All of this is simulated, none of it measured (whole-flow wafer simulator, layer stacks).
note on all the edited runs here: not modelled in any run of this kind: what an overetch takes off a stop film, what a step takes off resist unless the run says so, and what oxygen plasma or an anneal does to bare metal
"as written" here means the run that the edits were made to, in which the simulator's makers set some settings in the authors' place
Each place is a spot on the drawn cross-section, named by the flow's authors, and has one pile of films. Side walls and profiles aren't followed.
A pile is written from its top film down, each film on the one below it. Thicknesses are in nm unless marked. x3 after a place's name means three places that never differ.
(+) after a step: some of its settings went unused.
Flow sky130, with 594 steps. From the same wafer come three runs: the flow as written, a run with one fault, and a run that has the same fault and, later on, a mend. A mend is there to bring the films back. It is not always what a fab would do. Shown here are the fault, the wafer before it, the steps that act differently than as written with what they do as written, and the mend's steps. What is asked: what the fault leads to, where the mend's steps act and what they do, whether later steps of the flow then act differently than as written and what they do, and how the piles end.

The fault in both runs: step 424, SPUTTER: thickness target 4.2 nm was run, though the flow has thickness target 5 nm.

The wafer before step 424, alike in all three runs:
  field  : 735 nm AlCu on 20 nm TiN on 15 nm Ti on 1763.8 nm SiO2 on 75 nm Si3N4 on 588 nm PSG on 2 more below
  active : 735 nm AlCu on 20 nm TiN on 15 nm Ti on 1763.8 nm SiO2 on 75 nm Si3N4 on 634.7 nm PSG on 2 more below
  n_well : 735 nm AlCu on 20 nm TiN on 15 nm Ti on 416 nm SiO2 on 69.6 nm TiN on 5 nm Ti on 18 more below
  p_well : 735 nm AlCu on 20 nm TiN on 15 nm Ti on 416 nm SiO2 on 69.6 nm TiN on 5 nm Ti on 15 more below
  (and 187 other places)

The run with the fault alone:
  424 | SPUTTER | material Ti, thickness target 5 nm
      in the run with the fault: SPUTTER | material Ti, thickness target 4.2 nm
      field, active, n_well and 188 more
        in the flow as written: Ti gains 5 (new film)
        in the run with the fault: Ti gains 4.2 (new film)
  Steps further on in the flow that do not act as written (not shown: 16 more steps that differ only slightly, by at most 2% or 0.5 nm, whichever is larger):
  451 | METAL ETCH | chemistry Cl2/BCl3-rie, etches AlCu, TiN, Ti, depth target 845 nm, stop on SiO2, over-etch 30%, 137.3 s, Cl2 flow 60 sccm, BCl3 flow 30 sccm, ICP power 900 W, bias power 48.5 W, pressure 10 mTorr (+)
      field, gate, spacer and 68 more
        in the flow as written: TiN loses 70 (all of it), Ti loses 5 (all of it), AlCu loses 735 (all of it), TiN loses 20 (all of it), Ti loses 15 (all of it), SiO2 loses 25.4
        in the run with the fault: TiN loses 70 (all of it), Ti loses 4.2 (all of it), AlCu loses 735 (all of it), TiN loses 20 (all of it), Ti loses 15 (all of it), SiO2 loses 25.4
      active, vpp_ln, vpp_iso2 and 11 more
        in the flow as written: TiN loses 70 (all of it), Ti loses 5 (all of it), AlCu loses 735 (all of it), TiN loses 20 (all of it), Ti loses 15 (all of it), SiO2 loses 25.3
        in the run with the fault: TiN loses 70 (all of it), Ti loses 4.2 (all of it), AlCu loses 735 (all of it), TiN loses 20 (all of it), Ti loses 15 (all of it), SiO2 loses 25.4
  At n_well, p_well, gate_hv and 104 more, the piles at the end differ from the flow's by more than 2% or 0.5 nm, whichever is larger.
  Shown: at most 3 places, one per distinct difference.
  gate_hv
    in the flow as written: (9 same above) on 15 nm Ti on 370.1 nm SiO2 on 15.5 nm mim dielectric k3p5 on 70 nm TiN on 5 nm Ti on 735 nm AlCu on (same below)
    in the run with the fault: (9 same above) on 15 nm Ti on 370.9 nm SiO2 on 15.5 nm mim dielectric k3p5 on 70 nm TiN on 4.2 nm Ti on 735 nm AlCu on (same below)
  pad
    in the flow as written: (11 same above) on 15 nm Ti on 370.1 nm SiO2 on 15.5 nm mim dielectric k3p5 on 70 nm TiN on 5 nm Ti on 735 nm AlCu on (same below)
    in the run with the fault: (11 same above) on 15 nm Ti on 370.9 nm SiO2 on 15.5 nm mim dielectric k3p5 on 70 nm TiN on 4.2 nm Ti on 735 nm AlCu on (same below)
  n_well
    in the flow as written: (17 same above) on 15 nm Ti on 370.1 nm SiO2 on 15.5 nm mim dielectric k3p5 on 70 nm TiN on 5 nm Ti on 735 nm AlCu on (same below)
    in the run with the fault: (17 same above) on 15 nm Ti on 370.9 nm SiO2 on 15.5 nm mim dielectric k3p5 on 70 nm TiN on 4.2 nm Ti on 735 nm AlCu on (same below)

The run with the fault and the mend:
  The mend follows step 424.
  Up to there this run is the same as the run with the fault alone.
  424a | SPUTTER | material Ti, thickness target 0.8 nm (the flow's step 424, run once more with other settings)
      field, active, n_well and 188 more
        Ti gains 0.8
  Every later step of the flow that is run acts as written at every place that is followed.
  At every place that both follow, the piles at the end match the flow's.
